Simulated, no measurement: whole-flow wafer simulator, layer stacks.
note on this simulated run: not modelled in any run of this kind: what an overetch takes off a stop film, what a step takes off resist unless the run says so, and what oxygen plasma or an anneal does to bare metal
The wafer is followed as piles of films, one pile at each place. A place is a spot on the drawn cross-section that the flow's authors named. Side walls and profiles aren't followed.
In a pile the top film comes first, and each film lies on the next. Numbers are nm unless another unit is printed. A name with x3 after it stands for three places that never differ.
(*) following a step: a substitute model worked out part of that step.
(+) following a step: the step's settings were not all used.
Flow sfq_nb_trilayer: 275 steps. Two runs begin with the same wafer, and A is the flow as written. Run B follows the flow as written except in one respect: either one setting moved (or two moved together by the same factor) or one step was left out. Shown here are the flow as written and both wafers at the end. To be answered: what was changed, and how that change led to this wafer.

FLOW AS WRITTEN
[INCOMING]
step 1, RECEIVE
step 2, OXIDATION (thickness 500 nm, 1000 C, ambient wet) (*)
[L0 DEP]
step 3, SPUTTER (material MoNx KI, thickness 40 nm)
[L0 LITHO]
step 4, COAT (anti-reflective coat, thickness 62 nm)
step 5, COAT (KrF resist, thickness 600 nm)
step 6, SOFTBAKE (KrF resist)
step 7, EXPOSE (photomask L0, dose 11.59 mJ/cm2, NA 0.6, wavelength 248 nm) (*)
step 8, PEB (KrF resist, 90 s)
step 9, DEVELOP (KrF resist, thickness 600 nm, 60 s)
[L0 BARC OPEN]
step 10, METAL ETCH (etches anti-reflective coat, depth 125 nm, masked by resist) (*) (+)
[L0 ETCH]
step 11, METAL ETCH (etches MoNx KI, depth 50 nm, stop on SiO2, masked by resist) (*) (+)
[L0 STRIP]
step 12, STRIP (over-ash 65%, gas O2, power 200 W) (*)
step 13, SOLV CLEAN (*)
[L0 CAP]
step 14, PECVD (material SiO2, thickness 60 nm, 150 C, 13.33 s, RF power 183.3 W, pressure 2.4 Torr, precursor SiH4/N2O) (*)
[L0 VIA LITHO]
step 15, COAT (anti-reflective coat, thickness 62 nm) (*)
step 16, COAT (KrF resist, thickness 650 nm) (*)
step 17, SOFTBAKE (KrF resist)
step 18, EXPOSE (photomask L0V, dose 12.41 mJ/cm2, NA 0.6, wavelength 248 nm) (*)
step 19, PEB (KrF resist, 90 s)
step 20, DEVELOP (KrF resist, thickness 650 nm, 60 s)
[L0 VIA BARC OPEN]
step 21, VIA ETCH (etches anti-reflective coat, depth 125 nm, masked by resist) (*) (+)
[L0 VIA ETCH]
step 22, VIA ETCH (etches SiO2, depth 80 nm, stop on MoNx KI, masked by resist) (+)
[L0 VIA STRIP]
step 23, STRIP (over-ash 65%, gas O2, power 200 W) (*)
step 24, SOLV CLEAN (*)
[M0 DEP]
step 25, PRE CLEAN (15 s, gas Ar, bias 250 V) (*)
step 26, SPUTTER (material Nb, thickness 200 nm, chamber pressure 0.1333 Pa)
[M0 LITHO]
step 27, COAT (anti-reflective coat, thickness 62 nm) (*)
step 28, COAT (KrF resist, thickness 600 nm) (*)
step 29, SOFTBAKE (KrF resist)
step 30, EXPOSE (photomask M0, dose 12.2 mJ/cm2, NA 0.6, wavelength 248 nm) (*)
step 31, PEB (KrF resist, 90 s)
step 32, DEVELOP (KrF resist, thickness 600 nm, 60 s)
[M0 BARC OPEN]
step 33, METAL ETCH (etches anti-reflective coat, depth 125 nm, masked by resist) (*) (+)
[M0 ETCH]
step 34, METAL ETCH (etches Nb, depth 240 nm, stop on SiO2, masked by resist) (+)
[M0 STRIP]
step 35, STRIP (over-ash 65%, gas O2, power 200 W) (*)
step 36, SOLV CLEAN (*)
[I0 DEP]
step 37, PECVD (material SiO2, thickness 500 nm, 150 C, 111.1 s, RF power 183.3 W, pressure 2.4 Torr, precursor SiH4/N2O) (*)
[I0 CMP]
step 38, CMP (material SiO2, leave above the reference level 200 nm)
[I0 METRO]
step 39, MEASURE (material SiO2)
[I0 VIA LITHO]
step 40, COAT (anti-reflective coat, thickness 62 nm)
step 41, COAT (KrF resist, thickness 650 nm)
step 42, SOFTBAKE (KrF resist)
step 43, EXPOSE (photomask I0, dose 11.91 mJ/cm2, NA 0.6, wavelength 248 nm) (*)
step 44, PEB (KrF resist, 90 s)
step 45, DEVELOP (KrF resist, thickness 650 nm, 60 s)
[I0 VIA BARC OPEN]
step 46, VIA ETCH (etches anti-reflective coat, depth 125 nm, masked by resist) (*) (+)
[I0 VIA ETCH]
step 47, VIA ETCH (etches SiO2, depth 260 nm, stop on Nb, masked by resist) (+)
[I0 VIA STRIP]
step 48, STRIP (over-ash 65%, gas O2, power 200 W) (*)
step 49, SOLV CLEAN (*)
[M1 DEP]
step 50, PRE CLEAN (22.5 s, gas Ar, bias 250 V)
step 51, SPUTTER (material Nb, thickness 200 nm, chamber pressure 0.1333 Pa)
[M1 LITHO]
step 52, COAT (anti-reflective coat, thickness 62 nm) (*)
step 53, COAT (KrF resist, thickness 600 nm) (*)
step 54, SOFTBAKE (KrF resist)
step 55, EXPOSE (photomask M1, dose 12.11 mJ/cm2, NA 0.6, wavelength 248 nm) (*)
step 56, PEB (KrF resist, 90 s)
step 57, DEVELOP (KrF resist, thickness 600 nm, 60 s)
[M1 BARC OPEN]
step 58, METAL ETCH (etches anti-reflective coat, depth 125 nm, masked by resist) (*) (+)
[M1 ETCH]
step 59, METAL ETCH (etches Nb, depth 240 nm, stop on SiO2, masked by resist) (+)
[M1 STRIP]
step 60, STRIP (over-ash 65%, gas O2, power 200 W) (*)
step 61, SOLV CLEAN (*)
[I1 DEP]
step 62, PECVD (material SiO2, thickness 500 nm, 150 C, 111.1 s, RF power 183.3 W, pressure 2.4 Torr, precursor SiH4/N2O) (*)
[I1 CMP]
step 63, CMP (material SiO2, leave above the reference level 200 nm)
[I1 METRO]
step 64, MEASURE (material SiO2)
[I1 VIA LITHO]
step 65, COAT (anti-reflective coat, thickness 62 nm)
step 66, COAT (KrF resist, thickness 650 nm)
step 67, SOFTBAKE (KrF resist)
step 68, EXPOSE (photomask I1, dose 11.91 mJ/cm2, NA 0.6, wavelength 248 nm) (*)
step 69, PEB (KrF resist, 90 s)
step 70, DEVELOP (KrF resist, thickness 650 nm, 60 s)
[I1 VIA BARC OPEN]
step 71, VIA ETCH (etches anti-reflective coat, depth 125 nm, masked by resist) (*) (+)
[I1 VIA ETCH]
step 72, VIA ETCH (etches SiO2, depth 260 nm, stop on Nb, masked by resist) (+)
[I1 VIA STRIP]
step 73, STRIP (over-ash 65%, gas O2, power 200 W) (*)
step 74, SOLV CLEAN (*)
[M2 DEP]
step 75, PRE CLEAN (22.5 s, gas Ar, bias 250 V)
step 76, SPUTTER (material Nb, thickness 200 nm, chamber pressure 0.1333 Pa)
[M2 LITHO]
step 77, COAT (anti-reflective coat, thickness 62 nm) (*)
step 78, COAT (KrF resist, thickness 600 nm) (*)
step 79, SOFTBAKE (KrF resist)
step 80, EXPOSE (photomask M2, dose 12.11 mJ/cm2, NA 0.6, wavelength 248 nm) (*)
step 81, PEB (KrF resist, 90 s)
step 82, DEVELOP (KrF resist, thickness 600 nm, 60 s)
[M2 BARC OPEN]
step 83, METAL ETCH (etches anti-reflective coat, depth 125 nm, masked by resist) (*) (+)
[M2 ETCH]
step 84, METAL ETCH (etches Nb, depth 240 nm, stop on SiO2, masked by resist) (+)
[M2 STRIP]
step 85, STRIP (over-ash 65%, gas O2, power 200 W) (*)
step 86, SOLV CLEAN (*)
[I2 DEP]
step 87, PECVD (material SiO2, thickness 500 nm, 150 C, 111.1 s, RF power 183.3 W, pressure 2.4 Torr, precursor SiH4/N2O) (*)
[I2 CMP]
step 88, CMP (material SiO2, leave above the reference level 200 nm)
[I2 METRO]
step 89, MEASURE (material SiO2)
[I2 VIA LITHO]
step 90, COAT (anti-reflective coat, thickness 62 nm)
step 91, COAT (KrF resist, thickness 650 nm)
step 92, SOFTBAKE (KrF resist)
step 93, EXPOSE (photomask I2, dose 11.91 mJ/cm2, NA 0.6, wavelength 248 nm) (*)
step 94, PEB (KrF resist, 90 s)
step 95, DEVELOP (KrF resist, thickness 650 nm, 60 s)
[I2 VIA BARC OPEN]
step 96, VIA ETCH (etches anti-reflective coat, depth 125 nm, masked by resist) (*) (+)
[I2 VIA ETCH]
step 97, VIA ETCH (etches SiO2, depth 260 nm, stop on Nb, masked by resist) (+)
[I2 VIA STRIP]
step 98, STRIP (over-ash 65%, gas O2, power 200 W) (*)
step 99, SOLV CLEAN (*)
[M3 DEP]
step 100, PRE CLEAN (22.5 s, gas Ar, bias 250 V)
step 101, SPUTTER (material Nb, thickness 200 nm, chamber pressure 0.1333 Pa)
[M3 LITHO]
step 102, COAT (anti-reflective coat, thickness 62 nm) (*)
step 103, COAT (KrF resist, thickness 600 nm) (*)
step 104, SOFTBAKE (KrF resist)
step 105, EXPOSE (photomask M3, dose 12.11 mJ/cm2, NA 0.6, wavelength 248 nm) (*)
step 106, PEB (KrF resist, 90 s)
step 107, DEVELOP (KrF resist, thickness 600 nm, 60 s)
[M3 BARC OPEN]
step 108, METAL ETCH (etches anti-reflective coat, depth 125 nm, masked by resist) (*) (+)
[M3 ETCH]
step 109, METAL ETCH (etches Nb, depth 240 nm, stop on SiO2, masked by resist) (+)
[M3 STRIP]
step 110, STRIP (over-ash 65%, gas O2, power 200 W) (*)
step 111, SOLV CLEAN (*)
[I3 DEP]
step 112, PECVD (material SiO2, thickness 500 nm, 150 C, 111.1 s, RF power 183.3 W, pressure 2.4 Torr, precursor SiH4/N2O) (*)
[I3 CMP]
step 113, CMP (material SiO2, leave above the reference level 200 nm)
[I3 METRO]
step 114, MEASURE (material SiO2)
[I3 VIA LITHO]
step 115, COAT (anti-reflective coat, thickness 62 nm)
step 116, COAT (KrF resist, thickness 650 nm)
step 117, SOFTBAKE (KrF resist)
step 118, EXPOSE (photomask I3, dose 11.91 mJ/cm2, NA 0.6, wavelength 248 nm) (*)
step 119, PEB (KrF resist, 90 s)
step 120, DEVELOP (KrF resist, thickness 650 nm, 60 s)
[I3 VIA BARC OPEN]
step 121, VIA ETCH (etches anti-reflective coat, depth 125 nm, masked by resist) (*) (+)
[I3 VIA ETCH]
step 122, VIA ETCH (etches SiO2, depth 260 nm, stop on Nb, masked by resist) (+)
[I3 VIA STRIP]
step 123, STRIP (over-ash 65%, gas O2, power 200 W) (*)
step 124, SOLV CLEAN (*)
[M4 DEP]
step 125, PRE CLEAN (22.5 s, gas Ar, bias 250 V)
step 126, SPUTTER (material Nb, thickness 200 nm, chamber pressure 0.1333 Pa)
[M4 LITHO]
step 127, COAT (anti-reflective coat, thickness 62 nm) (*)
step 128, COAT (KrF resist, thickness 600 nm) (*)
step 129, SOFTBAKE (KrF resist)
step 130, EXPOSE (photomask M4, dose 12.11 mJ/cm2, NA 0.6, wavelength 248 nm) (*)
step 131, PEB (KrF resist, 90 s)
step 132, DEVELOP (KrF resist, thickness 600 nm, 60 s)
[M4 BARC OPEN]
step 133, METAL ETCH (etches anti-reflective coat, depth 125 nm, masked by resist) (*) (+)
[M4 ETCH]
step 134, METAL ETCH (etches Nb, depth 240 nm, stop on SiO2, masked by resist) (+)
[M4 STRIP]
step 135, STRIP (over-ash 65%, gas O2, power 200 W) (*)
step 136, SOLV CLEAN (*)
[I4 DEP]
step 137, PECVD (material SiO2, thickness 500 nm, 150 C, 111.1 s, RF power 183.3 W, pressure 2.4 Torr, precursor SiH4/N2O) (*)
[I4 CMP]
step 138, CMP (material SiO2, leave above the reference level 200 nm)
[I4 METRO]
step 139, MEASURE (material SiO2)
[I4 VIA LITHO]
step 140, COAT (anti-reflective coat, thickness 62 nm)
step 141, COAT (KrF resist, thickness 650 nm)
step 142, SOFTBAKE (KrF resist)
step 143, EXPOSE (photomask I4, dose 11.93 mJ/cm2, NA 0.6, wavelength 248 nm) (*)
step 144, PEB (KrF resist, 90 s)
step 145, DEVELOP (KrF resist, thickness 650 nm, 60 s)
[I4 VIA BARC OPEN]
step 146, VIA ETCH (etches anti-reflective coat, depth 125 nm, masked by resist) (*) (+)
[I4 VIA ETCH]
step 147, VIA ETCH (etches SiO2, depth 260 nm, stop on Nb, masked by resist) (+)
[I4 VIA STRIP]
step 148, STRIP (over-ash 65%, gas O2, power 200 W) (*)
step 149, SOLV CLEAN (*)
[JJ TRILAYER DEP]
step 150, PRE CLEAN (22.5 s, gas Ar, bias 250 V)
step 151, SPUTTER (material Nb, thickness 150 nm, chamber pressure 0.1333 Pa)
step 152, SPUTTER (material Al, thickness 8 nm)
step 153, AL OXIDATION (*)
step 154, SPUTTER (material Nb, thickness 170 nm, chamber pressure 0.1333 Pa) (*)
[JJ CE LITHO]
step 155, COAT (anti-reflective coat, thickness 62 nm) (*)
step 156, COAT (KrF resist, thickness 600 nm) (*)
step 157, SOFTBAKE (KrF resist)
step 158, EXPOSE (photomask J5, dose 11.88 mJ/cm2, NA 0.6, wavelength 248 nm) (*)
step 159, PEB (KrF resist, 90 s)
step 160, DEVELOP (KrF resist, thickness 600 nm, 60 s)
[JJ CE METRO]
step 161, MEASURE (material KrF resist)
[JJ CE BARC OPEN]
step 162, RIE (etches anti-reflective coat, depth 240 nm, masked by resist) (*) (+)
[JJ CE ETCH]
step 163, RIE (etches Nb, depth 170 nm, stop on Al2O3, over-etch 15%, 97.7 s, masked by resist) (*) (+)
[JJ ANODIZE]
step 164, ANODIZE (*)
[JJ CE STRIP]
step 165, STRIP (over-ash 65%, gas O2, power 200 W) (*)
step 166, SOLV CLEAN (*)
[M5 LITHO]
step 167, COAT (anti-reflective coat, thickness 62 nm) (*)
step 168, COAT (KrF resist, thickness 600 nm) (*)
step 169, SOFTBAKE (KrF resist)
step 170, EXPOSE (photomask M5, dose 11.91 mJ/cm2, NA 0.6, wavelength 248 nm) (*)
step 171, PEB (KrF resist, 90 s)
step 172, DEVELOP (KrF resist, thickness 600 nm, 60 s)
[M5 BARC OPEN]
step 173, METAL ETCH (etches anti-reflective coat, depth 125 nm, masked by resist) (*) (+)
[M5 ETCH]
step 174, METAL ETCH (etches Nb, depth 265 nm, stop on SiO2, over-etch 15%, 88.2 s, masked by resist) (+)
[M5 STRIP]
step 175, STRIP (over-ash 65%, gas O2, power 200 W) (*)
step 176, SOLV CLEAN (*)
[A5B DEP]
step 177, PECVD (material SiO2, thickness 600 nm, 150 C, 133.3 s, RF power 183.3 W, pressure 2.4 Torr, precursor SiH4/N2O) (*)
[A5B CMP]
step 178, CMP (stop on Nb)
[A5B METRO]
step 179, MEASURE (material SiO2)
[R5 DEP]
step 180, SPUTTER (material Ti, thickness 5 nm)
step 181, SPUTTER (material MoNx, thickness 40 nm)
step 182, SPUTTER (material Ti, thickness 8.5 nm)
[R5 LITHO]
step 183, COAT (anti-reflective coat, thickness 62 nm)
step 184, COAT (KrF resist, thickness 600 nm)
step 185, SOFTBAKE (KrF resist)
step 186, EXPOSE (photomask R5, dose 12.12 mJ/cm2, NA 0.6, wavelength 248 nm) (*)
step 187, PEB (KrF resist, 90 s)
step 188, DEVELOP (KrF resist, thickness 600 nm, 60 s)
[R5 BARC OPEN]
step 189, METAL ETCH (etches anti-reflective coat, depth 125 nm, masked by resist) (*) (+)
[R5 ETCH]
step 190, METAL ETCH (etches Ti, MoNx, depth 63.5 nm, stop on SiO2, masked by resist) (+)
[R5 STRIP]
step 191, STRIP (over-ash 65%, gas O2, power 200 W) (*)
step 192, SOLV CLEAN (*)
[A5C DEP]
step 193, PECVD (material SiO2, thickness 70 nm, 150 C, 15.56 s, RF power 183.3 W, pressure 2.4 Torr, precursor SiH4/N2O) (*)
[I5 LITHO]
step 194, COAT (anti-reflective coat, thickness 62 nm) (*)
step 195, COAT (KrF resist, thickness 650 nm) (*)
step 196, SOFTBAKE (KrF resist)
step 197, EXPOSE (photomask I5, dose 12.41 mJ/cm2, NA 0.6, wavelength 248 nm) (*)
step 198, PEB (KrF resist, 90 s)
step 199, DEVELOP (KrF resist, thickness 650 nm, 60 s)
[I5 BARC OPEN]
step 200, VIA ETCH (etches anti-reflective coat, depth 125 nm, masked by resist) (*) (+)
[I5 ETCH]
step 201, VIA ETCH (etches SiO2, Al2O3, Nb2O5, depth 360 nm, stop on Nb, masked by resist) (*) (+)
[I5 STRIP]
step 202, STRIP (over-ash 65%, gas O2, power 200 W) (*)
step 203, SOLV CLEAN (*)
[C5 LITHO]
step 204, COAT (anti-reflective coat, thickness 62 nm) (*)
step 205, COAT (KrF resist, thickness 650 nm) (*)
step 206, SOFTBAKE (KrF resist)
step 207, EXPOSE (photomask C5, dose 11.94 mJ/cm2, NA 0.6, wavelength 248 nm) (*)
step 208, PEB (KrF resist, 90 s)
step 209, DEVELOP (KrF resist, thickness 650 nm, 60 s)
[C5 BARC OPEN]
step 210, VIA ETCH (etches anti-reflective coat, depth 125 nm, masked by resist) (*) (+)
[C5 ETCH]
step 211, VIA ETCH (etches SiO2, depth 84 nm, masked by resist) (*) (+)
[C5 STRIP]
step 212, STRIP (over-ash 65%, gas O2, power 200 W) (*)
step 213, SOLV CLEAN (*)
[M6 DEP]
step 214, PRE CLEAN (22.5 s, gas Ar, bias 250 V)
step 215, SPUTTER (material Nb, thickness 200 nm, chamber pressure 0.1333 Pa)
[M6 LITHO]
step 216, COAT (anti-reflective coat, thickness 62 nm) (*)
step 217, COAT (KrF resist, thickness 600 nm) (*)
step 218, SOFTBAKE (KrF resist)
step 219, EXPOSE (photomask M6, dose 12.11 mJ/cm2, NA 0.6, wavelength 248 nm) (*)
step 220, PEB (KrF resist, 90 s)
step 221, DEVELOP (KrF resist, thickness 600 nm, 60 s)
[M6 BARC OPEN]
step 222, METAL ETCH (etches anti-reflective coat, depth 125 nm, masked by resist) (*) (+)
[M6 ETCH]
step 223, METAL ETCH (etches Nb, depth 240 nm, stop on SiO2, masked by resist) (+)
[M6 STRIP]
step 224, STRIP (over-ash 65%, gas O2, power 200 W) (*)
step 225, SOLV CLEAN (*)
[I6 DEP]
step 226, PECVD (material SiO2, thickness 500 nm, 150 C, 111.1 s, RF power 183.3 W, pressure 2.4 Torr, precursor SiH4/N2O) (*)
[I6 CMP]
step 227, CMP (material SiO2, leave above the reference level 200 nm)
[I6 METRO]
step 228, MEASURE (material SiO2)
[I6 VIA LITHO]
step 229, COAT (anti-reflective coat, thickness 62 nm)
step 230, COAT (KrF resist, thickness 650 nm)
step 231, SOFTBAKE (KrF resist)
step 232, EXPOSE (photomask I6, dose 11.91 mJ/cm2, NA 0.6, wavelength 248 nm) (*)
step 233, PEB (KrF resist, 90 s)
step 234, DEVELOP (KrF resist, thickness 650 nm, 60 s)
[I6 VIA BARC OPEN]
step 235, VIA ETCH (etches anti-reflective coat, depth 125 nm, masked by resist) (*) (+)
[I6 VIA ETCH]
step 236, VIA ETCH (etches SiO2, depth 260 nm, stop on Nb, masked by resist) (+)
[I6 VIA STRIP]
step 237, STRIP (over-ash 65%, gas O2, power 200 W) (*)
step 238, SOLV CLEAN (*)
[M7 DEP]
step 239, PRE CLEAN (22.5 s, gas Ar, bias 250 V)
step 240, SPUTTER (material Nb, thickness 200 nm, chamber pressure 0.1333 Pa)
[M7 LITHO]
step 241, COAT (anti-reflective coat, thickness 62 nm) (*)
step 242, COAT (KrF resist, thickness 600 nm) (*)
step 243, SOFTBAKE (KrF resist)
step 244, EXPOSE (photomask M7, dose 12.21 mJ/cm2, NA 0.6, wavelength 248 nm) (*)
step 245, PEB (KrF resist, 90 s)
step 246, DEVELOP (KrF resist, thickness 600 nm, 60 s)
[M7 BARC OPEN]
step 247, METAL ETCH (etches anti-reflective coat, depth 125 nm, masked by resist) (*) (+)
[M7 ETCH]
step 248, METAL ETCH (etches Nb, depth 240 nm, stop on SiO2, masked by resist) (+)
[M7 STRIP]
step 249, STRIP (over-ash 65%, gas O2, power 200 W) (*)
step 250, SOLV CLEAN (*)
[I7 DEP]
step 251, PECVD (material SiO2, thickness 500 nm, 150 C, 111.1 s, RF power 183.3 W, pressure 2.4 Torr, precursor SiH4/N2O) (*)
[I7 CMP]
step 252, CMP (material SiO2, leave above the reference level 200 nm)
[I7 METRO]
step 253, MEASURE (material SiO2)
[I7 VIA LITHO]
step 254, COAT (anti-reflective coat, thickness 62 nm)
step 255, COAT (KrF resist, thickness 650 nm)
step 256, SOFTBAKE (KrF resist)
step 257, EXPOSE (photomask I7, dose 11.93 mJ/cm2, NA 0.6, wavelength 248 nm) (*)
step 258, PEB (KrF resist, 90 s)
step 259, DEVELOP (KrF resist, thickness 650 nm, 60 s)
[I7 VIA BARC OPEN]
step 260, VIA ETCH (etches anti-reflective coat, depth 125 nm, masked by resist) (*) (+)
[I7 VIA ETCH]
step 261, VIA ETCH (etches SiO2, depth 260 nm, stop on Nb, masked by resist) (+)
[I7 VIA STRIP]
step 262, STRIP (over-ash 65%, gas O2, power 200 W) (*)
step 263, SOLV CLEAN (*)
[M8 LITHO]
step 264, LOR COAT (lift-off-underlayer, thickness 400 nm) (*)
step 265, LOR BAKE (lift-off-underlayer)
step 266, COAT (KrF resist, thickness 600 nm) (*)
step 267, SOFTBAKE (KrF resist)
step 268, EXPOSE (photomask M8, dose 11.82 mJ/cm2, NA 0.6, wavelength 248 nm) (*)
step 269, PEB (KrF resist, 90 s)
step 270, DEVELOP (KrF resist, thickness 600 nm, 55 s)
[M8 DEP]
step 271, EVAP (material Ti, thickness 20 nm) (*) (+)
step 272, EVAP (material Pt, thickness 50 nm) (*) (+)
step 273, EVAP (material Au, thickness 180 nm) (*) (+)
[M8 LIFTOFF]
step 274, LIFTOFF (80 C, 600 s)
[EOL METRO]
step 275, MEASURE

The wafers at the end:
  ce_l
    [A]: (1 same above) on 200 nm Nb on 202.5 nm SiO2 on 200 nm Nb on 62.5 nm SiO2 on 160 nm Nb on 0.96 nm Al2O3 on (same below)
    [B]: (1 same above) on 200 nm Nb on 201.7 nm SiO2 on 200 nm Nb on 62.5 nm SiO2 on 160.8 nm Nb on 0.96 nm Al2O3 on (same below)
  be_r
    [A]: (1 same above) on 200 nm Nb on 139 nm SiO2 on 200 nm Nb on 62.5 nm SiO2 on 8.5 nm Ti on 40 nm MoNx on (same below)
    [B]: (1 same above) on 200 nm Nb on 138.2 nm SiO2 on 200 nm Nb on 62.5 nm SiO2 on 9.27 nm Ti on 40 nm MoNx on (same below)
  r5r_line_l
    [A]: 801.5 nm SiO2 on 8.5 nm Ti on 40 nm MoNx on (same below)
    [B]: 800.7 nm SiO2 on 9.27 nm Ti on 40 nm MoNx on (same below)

The reason: step 182, SPUTTER: thickness 9.27 nm was run, though the flow has thickness 8.5 nm.
The wafer lets one read it off: be_r has Ti 9.27, and step 182 as written asks for 8.5 nm.

Step by step, how the change led to this:
  step 182, SPUTTER (material Ti, thickness 8.5 nm)
      field_l, v_sur, via_wl and 103 more: A Ti gains 8.5 (new film) | B Ti gains 9.27 (new film)
  step 190, METAL ETCH (etches Ti, MoNx, depth 63.5 nm, stop on SiO2, masked by resist) (+)
      field_l, v_sur, via_wl and 92 more: A Ti loses 8.5 (all of it), MoNx loses 40 (all of it), Ti loses 5 (all of it) | B Ti loses 9.27 (all of it), MoNx loses 40 (all of it), Ti loses 5 (all of it)
      ce_l, c5j, ce_r, wl_jj: A Ti loses 8.5 (all of it), MoNx loses 40 (all of it), Ti loses 5 (all of it), Nb loses 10 | B Ti loses 9.27 (all of it), MoNx loses 40 (all of it), Ti loses 5 (all of it), Nb loses 9.23
